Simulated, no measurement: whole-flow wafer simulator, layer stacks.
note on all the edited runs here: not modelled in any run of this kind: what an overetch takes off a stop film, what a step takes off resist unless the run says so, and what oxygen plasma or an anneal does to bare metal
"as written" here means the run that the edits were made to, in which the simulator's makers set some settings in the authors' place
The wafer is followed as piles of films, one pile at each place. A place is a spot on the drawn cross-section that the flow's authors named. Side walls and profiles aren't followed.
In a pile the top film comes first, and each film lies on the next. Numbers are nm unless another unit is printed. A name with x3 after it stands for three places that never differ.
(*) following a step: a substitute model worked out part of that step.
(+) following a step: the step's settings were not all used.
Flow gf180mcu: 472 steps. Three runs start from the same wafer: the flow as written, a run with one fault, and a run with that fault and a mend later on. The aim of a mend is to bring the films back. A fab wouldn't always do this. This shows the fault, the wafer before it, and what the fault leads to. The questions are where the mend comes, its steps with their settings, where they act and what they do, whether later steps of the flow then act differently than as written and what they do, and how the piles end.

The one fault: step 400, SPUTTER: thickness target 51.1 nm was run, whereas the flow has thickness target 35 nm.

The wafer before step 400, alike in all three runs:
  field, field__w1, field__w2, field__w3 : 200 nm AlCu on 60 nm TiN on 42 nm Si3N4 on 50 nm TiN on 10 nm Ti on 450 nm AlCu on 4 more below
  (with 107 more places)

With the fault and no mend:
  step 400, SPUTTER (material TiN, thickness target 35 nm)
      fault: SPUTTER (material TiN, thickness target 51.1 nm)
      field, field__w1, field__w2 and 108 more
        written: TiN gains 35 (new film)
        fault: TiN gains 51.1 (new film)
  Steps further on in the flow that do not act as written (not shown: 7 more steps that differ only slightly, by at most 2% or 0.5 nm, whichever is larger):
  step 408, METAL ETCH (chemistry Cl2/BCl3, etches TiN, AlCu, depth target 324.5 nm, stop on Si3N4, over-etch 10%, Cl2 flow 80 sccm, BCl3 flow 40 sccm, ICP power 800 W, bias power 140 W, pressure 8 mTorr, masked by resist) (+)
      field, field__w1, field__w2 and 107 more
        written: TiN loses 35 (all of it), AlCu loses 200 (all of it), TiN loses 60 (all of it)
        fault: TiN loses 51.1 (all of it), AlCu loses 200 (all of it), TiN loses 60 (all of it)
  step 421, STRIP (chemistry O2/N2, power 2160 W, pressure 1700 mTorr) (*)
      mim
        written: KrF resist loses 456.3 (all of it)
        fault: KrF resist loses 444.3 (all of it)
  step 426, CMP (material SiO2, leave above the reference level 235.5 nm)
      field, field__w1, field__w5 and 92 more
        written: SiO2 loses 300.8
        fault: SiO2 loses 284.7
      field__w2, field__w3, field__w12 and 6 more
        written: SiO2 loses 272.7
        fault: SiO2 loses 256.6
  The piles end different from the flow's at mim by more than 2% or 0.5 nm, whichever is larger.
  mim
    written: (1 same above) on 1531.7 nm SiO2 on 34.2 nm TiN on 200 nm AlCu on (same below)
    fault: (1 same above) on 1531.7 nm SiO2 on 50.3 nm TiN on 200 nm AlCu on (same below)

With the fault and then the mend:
  After step 407 comes the mend.
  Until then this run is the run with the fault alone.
  step 407a, STRIP (chemistry O2/N2, power 2160 W, pressure 1700 mTorr) (*)
      mim
        resist loses 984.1 (all of it)
  step 407b, METAL ETCH (chemistry Cl2/BCl3, etches TiN, AlCu, Ti, depth target 16.1 nm, Cl2 flow 80 sccm, BCl3 flow 40 sccm, ICP power 800 W, bias power 140 W, pressure 8 mTorr) (the flow's step 260 again, with other settings)
      field, field__w1, field__w2 and 108 more
        TiN loses 16.1
  step 407c, HMDS (120 C, 60 s) (the flow's step 402 again)
      does not change any film at any place that is followed
  step 407d, COAT (resist, thickness 1000 nm) (the flow's step 403 again)
      field, field__w1, field__w2 and 108 more
        resist gains 1000 (new film)
  step 407e, SOFTBAKE (resist) (the flow's step 404 again)
      does not change any film at any place that is followed
  step 407f, EXPOSE (photomask FuseTop) (the flow's step 405 again)
      does not change any film at any place that is followed
  step 407g, PEB (resist, 70.3 s) (the flow's step 406 again)
      field, field__w1, field__w2 and 108 more
        resist loses 15.9
  step 407h, DEVELOP (thickness 1000 nm, 60 s) (the flow's step 407 again)
      field, field__w1, field__w2 and 107 more
        resist loses 984.1 (all of it)
  Later steps of the flow that are run all act as written at every place that is followed.
  At every place that both follow, the piles at the end match the flow's.
